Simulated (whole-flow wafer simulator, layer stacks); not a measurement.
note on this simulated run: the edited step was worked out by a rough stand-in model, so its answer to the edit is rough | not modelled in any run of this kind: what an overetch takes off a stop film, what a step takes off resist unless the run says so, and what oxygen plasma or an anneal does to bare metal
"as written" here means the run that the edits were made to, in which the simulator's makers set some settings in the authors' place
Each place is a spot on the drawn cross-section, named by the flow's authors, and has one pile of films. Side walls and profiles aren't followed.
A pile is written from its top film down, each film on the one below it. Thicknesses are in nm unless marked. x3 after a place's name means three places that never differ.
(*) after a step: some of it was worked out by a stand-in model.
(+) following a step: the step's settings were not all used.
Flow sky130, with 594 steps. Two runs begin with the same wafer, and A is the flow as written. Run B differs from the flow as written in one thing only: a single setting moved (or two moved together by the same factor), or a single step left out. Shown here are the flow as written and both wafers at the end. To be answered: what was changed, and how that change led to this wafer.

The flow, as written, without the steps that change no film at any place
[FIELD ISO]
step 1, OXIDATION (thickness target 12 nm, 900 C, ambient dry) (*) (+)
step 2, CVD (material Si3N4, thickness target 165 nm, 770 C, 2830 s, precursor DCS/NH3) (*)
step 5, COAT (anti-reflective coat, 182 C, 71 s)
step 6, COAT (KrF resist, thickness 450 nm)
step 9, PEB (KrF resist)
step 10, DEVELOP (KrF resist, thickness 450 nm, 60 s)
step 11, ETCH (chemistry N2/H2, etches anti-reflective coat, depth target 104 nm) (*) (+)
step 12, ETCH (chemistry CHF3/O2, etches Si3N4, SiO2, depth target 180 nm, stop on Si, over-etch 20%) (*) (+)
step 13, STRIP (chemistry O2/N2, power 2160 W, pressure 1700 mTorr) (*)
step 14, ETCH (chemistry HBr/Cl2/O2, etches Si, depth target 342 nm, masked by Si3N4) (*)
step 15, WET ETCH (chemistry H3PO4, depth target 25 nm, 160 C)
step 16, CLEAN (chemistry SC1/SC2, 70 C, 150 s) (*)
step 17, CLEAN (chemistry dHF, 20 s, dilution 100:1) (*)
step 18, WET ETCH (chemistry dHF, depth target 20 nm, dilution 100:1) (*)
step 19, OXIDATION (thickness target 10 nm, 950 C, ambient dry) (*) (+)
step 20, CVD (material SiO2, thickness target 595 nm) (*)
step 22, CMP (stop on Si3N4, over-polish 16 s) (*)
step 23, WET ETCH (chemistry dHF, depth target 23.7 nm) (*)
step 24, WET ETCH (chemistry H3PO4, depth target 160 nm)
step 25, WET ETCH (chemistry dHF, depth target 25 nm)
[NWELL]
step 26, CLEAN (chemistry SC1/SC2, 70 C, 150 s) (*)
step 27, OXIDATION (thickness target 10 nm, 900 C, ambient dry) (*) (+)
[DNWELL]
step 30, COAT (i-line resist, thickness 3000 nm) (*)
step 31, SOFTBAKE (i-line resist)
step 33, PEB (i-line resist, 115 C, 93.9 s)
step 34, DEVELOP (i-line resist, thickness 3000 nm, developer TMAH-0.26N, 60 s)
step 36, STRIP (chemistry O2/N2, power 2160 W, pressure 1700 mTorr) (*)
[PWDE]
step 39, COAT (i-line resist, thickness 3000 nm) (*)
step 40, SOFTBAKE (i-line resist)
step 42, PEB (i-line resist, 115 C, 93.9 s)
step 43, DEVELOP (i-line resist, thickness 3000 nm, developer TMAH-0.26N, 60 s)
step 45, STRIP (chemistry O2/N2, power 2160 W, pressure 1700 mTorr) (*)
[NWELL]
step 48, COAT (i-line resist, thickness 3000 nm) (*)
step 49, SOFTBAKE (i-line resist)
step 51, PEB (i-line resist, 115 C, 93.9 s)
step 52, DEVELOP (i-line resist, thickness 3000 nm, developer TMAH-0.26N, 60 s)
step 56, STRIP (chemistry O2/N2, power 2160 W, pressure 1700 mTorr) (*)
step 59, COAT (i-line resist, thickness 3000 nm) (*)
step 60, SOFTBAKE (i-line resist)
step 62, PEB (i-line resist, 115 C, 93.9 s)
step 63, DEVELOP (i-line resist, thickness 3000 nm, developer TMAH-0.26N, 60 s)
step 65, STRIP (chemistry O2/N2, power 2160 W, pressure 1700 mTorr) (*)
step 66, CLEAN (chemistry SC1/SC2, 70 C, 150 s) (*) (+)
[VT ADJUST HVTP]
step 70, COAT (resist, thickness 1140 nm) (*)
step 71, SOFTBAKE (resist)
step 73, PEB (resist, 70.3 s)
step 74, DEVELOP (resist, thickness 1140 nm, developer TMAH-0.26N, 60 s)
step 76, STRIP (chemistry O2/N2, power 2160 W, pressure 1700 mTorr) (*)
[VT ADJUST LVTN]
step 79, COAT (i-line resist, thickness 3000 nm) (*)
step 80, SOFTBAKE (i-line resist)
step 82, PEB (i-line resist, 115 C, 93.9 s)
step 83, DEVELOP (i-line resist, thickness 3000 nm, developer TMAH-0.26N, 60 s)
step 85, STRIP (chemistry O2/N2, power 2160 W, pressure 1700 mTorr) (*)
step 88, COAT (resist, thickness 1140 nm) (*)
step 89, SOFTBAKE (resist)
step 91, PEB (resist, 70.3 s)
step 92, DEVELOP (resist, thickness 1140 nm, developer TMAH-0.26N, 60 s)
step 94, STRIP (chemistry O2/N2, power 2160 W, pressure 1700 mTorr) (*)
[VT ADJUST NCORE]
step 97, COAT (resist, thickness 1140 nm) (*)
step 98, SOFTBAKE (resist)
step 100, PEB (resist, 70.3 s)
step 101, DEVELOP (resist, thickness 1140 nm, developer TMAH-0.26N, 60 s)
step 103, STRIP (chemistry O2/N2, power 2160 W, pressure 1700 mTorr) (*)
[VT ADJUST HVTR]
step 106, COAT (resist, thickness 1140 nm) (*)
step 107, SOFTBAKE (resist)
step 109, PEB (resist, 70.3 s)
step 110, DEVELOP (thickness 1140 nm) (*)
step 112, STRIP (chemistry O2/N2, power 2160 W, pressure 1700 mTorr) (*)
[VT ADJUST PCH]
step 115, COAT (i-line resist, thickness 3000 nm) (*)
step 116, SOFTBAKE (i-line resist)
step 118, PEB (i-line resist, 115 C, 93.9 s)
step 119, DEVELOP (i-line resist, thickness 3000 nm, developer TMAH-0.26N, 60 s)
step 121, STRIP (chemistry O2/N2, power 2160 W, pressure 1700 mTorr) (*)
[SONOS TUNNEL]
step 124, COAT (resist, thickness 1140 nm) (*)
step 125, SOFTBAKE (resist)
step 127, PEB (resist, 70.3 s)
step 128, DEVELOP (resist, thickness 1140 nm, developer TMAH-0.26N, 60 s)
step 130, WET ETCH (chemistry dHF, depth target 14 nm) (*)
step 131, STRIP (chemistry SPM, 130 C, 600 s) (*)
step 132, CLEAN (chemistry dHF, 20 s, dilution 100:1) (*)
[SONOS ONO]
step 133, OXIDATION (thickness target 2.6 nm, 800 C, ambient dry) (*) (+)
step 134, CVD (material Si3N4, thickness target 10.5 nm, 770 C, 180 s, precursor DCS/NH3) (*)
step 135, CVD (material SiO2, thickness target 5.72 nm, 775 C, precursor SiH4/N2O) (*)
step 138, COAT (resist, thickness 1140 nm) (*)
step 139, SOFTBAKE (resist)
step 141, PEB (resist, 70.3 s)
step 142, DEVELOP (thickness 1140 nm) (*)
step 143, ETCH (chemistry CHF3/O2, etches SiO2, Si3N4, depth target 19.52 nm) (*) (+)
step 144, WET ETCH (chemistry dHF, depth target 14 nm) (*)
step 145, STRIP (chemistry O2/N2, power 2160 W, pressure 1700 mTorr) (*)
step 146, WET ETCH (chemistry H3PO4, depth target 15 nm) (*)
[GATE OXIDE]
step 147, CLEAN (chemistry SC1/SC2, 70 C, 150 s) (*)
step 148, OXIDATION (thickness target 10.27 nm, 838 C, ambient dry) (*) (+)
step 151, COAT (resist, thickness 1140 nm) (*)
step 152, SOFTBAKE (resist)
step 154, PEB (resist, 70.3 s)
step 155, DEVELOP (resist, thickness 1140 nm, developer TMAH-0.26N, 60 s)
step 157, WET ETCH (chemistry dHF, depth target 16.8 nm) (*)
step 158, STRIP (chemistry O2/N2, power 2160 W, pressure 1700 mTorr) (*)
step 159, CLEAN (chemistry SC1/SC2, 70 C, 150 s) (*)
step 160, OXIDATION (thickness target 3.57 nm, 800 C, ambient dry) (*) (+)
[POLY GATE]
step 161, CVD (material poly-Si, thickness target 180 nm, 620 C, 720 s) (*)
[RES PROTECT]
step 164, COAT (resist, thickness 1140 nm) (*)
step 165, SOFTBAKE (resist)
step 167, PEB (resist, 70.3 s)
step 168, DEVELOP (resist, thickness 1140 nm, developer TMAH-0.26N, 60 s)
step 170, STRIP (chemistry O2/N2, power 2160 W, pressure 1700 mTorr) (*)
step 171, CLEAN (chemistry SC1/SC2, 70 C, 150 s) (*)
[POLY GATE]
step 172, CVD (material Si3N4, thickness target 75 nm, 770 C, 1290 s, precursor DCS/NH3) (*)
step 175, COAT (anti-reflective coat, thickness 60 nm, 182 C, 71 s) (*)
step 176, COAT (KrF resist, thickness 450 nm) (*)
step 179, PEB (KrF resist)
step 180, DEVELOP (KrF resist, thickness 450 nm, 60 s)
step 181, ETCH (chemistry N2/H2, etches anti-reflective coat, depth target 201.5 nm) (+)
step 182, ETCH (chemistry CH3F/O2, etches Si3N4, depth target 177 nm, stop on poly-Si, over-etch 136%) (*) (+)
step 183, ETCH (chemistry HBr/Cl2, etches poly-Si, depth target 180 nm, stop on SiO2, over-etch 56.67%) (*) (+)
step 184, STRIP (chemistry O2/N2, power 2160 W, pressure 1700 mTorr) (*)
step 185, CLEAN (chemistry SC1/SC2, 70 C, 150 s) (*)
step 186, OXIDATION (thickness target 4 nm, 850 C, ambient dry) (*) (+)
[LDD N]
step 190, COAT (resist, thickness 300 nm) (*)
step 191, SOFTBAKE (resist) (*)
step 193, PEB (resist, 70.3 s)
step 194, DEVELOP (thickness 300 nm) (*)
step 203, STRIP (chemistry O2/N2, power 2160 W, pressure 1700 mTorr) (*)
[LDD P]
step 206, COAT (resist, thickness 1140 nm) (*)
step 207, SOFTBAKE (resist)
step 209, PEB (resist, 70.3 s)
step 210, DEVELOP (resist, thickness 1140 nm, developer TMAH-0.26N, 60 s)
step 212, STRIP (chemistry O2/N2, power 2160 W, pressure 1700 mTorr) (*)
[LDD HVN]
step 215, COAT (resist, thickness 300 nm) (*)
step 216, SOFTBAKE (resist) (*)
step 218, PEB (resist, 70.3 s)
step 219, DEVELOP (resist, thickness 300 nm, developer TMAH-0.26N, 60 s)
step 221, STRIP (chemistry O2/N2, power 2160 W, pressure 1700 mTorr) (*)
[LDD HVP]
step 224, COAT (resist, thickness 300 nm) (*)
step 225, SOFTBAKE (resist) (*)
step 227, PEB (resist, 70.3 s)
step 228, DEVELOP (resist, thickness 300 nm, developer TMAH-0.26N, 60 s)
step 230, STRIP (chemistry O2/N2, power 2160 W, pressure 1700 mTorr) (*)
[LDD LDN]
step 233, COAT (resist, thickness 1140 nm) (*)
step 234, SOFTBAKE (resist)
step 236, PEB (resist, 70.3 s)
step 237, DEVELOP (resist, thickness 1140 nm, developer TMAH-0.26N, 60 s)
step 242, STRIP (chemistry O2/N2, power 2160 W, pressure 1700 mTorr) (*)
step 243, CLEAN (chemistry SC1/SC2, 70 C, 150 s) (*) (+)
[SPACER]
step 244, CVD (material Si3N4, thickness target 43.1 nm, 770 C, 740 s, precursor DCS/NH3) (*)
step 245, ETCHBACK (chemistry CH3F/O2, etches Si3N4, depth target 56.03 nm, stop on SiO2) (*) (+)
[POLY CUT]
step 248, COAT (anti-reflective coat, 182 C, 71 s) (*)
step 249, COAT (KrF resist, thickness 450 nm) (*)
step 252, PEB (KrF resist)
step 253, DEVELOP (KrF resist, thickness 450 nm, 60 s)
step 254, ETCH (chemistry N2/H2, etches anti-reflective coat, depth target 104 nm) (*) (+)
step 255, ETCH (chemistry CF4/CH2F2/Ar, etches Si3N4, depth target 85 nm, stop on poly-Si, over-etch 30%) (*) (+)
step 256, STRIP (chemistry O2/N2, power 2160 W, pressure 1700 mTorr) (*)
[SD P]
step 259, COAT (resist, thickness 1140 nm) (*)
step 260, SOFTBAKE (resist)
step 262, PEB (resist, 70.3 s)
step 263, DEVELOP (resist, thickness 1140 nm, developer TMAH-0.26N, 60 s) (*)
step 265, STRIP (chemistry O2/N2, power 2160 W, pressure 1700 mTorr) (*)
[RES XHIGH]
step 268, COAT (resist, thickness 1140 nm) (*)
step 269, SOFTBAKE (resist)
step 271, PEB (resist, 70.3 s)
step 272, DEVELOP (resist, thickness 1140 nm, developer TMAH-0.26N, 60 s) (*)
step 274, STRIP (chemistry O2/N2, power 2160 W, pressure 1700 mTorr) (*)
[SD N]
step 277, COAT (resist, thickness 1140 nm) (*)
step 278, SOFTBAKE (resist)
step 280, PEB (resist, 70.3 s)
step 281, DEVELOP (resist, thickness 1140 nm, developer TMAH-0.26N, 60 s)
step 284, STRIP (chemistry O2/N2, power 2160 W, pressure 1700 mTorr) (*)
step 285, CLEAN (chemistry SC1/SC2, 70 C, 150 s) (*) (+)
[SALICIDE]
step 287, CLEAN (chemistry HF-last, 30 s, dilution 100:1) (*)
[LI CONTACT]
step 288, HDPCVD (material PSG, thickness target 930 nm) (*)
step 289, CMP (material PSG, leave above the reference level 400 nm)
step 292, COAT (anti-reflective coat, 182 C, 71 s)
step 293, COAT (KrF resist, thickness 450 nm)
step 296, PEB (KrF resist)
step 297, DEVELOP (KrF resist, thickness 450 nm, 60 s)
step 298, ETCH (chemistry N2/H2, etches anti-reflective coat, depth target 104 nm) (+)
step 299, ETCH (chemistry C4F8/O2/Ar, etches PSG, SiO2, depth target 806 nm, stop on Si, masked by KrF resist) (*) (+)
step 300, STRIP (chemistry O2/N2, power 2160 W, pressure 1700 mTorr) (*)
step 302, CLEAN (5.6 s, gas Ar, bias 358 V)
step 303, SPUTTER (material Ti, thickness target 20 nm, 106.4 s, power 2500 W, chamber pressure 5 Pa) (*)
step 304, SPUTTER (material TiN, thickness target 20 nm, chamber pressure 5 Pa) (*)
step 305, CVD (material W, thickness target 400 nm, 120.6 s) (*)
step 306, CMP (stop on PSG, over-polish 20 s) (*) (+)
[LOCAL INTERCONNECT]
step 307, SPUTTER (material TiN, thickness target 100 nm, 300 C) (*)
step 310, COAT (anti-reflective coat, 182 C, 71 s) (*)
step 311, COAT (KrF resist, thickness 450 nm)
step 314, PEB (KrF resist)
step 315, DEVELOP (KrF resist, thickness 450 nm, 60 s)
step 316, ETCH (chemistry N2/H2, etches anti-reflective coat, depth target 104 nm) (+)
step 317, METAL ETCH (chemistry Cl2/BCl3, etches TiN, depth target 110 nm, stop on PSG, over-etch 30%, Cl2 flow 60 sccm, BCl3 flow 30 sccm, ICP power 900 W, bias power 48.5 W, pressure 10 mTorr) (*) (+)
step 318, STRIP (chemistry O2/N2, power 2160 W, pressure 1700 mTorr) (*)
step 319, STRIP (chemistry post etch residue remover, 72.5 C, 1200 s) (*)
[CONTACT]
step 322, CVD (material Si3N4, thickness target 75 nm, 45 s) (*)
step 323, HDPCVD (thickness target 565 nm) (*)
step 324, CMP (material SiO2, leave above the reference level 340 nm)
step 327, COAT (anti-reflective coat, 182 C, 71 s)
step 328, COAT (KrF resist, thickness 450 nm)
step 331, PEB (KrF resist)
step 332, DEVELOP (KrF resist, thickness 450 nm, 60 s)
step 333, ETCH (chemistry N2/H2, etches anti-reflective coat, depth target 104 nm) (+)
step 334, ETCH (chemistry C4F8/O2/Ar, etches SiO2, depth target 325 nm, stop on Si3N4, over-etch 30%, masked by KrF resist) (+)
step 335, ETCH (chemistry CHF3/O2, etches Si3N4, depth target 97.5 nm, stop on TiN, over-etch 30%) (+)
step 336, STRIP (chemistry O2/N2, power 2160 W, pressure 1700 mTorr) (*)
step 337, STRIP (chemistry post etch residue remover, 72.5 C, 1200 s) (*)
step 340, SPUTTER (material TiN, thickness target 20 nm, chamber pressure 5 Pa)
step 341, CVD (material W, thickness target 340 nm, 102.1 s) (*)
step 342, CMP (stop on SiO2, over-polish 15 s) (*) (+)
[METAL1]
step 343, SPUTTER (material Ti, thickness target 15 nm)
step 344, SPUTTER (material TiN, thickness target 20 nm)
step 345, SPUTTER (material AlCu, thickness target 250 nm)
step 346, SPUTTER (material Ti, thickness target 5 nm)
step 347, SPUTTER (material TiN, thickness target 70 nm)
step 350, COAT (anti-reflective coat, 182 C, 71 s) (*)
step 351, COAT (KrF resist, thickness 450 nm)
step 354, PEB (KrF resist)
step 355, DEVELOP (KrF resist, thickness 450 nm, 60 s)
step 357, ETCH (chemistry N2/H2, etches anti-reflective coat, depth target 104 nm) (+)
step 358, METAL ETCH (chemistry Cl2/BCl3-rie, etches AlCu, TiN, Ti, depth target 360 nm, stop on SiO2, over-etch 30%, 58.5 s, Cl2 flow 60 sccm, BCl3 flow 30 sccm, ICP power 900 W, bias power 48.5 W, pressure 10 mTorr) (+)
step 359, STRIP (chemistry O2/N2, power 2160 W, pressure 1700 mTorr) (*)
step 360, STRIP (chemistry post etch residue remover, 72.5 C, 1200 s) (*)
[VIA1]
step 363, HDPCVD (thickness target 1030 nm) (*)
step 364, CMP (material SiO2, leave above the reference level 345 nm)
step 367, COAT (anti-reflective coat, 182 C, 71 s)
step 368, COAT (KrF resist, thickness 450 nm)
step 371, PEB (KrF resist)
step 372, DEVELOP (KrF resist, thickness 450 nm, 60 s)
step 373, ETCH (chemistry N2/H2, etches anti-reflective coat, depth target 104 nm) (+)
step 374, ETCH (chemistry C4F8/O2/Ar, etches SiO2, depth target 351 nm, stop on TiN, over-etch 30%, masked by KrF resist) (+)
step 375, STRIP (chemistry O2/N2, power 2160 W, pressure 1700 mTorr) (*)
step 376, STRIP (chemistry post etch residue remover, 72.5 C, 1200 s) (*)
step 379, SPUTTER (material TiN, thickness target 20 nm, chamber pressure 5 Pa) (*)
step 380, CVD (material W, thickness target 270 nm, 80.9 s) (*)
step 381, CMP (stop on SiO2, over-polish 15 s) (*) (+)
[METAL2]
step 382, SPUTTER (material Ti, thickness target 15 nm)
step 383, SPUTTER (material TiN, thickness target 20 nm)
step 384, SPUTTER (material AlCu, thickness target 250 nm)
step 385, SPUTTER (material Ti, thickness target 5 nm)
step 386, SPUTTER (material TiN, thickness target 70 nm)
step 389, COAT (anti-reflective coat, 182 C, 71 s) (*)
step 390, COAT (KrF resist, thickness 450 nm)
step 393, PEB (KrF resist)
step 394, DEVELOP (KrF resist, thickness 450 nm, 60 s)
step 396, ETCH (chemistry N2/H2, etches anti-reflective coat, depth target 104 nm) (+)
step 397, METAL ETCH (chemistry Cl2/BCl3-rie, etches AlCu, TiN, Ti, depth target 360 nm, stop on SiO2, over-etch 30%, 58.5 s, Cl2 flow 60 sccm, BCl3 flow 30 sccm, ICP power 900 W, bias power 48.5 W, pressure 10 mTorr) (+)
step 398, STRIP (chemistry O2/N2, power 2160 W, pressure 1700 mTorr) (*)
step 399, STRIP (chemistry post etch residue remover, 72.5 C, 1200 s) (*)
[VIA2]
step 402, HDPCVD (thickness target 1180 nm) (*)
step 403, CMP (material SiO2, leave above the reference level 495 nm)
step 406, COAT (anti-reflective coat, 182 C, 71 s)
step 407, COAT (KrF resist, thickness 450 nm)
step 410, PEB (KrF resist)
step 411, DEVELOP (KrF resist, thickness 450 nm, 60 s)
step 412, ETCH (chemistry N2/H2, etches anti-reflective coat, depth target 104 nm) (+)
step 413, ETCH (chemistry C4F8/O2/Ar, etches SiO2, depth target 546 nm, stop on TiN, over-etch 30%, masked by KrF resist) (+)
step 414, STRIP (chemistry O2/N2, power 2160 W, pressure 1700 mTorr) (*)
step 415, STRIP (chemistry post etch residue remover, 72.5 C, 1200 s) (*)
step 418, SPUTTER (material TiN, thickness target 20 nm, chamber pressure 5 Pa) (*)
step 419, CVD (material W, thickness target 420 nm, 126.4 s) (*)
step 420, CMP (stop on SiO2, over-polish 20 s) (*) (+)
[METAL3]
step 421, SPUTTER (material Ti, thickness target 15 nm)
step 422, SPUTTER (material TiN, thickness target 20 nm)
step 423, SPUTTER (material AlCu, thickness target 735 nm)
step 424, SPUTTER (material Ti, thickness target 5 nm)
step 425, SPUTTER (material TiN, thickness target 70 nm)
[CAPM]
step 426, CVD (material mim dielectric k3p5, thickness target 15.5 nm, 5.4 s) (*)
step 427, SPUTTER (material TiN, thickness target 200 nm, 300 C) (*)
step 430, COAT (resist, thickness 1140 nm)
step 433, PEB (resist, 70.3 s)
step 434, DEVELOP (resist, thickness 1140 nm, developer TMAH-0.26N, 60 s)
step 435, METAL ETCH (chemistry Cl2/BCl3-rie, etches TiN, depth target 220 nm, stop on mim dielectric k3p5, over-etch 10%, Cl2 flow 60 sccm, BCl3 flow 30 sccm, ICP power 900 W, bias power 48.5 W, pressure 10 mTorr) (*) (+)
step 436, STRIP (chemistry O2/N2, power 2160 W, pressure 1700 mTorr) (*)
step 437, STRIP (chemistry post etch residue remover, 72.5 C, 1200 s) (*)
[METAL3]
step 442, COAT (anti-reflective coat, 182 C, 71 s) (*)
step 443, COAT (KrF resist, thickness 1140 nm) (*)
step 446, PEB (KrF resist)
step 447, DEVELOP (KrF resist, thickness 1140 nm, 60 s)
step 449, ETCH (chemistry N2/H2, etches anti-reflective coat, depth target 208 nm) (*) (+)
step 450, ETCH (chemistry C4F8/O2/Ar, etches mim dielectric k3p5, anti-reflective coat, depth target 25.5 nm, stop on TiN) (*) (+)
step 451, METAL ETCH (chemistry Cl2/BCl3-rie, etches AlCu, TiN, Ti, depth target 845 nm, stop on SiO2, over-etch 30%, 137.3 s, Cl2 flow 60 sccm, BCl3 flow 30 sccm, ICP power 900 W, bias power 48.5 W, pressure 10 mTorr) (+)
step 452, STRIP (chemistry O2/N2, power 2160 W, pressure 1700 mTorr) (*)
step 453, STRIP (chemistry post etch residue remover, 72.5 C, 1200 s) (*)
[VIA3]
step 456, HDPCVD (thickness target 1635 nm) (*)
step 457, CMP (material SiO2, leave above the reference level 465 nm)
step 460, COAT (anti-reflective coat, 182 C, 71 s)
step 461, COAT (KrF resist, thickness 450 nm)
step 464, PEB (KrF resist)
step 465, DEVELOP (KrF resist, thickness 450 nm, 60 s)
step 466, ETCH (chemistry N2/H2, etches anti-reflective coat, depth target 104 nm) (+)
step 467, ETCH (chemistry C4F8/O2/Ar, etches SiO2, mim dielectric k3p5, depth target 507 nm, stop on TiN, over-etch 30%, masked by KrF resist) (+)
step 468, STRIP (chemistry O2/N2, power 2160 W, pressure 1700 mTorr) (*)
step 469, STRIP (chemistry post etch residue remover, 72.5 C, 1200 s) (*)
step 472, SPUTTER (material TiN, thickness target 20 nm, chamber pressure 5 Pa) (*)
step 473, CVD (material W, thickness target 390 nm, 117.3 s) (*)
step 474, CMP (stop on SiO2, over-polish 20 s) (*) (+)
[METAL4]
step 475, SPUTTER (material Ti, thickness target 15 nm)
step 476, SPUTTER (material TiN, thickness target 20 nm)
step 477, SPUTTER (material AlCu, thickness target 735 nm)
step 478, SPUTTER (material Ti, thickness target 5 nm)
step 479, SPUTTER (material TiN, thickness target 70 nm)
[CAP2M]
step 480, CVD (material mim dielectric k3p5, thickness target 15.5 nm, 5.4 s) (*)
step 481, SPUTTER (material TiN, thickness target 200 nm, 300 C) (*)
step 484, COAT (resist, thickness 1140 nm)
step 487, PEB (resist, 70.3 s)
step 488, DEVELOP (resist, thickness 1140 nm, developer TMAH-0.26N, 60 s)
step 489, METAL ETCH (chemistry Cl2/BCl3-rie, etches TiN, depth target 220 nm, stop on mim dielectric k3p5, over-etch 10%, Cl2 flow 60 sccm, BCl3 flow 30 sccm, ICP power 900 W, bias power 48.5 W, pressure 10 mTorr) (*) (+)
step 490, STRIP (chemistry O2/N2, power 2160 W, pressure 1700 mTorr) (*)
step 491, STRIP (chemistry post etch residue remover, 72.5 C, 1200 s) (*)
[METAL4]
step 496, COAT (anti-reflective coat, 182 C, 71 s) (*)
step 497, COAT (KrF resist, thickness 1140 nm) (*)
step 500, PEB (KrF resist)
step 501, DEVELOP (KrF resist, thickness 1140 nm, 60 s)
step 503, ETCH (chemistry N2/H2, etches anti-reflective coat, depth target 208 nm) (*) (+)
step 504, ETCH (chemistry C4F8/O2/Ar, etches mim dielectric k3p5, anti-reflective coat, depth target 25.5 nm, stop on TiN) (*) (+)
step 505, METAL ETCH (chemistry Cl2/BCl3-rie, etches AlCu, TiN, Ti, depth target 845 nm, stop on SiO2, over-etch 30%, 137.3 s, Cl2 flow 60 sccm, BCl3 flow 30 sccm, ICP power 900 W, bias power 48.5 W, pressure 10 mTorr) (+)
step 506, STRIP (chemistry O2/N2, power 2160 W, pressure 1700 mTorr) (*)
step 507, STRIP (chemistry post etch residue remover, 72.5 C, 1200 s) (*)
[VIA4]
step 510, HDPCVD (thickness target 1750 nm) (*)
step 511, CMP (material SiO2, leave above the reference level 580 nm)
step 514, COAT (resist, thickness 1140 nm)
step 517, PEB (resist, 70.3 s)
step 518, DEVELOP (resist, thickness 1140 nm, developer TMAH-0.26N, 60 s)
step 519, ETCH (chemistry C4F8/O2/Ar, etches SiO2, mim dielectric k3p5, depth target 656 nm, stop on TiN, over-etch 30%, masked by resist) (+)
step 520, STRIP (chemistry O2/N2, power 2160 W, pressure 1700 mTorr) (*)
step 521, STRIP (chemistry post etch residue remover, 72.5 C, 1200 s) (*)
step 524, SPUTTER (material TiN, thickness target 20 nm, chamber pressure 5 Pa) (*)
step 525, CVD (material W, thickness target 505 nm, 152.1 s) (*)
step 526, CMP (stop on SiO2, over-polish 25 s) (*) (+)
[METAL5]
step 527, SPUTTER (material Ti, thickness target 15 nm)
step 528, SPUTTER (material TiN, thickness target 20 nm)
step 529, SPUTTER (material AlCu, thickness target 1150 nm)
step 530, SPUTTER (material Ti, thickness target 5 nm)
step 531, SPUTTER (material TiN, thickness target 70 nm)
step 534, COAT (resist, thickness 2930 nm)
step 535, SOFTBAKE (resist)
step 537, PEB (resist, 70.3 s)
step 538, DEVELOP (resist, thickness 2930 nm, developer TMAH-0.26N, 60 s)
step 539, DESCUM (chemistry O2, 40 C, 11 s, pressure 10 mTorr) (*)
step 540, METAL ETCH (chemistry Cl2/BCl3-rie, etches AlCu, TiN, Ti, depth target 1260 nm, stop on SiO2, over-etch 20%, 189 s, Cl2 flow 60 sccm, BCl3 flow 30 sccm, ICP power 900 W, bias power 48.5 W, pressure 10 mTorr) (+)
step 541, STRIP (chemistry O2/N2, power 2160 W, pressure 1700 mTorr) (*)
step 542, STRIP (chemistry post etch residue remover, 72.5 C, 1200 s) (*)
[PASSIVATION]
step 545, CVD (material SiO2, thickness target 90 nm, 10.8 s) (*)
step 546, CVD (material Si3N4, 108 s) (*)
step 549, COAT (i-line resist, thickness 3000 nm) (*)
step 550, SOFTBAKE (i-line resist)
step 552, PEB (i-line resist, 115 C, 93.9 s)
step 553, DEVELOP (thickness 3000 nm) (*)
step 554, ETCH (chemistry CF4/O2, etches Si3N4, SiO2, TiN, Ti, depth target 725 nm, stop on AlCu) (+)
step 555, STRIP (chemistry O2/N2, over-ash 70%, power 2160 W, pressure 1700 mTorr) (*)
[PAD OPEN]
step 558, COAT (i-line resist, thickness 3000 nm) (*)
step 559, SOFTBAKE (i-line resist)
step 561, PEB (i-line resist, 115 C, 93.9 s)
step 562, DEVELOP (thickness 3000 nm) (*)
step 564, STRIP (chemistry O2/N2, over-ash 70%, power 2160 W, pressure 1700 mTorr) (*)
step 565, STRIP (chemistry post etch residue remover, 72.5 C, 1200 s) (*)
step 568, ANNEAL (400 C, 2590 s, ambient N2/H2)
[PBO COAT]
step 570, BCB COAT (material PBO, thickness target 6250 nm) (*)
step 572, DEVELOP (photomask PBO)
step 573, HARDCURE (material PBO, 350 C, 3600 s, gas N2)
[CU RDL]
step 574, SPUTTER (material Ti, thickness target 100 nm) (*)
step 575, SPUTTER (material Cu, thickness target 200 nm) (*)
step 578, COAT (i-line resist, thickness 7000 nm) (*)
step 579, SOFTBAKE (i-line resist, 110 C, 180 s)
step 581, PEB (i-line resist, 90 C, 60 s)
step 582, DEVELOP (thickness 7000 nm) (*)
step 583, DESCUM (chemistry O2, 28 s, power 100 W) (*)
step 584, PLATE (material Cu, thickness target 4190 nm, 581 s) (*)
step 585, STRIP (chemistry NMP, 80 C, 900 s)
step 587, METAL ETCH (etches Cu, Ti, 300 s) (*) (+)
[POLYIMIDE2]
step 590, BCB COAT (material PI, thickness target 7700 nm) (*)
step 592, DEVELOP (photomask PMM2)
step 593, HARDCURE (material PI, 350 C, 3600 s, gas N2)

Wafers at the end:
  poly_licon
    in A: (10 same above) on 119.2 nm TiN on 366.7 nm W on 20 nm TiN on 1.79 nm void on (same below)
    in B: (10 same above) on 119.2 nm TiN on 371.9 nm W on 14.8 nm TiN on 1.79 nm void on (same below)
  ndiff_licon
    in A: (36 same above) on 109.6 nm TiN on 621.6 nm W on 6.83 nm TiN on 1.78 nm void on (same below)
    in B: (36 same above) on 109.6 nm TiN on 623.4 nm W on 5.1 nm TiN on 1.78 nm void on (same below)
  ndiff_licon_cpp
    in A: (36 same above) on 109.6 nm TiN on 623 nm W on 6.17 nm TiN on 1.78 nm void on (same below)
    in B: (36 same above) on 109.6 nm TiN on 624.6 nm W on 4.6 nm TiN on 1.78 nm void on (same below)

What caused this: step 304, SPUTTER: thickness target 14.8 nm was run, whereas the flow has thickness target 20 nm.
The wafer itself shows it: poly_licon has TiN 14.8, and step 304 as written asks for 20 nm.

Step by step, how the change led to this:
  step 304, SPUTTER (material TiN, thickness target 20 nm, chamber pressure 5 Pa) (*)
      field, active, n_well and 185 more: A TiN gains 20 (new film) | B TiN gains 14.8 (new film)
      ndiff_licon: A TiN gains 6.83 (new film) | B TiN gains 5.1 (new film)
      (as well as at 2 more places)
  step 306, CMP (stop on PSG, over-polish 20 s) (*) (+)
      field, active, n_well and 184 more: A W loses 400 (all of it), TiN loses 20 (all of it), Ti loses 20 (all of it), PSG loses 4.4 | B W loses 400 (all of it), TiN loses 14.8 (all of it), Ti loses 20 (all of it), PSG loses 4.4
      poly_licon: A W loses 33.3 | B W loses 28.1
